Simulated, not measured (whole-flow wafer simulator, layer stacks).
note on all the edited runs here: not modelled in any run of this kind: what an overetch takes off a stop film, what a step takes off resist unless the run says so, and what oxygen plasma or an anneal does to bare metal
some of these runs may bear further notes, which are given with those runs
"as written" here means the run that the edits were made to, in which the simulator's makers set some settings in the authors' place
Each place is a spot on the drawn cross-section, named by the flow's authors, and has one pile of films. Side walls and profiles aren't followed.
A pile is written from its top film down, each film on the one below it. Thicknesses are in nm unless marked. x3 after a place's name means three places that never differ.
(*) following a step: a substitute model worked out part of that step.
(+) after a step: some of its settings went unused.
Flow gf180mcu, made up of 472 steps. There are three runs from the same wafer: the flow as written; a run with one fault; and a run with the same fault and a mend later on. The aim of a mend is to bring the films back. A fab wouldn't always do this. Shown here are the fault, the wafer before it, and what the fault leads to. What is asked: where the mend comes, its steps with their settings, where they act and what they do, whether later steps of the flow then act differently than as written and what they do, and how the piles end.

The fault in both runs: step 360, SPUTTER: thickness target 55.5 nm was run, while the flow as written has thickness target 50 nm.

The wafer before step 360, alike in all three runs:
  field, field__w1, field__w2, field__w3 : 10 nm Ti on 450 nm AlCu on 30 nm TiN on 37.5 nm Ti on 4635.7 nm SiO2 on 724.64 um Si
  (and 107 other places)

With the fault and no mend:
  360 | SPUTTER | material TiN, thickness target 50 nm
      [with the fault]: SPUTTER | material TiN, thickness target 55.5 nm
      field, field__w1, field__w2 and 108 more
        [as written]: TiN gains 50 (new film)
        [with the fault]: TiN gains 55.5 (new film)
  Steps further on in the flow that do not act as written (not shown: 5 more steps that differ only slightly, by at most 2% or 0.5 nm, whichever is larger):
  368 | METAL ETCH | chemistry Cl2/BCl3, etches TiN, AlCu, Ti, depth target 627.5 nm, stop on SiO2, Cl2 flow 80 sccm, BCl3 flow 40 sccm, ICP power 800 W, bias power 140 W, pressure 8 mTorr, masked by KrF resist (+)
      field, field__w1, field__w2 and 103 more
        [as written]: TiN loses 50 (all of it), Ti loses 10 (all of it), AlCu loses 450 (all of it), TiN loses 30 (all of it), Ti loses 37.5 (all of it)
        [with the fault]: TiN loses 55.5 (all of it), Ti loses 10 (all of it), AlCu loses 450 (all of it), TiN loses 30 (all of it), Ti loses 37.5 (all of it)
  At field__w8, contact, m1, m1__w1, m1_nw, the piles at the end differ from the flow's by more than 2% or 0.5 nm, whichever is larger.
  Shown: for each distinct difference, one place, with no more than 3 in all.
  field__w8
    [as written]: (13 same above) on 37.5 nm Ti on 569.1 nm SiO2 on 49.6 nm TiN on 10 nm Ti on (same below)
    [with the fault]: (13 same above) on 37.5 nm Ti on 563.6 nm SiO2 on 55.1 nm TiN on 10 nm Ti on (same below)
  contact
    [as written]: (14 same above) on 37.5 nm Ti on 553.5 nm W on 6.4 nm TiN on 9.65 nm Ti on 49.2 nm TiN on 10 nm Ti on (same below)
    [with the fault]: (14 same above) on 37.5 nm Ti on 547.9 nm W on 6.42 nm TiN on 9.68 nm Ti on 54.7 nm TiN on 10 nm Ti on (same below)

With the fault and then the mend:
  After step 367 comes the mend.
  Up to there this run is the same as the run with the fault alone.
  367a | STRIP | chemistry O2/N2, power 2160 W, pressure 1700 mTorr (*)
      field__w8, contact, m1, m1__w1, m1_nw
        KrF resist loses 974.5 (all of it)
  367b | METAL ETCH | chemistry Cl2/BCl3, etches TiN, AlCu, Ti, depth target 5.5 nm, Cl2 flow 80 sccm, BCl3 flow 40 sccm, ICP power 800 W, bias power 140 W, pressure 8 mTorr (a further turn of the flow's step 260, with different settings)
      field, field__w1, field__w2 and 108 more
        TiN loses 5.5
  367c | HMDS | 120 C, 60 s (a further turn of the flow's step 362)
      alters no film at any place that is followed
  367d | COAT | KrF resist, thickness 1000 nm (a further turn of the flow's step 363)
      field, field__w1, field__w2 and 108 more
        KrF resist gains 1000 (new film)
  367e | SOFTBAKE | KrF resist (a further turn of the flow's step 364)
      alters no film at any place that is followed
  367f | EXPOSE | photomask Metal4 (a further turn of the flow's step 365)
      alters no film at any place that is followed
  367g | PEB | KrF resist, 135 C, 90 s (a further turn of the flow's step 366)
      field, field__w1, field__w2 and 108 more
        KrF resist loses 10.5
  367h | DEVELOP | thickness 1000 nm, 60 s (a further turn of the flow's step 367)
      field, field__w1, field__w2 and 103 more
        KrF resist loses 989.5 (all of it)
      field__w8, contact, m1, m1__w1, m1_nw
        KrF resist loses 14.9
  None of the later steps of the flow acts differently than as written at any place that is followed.
  By the end, the piles equal the flow's at every place that both follow.
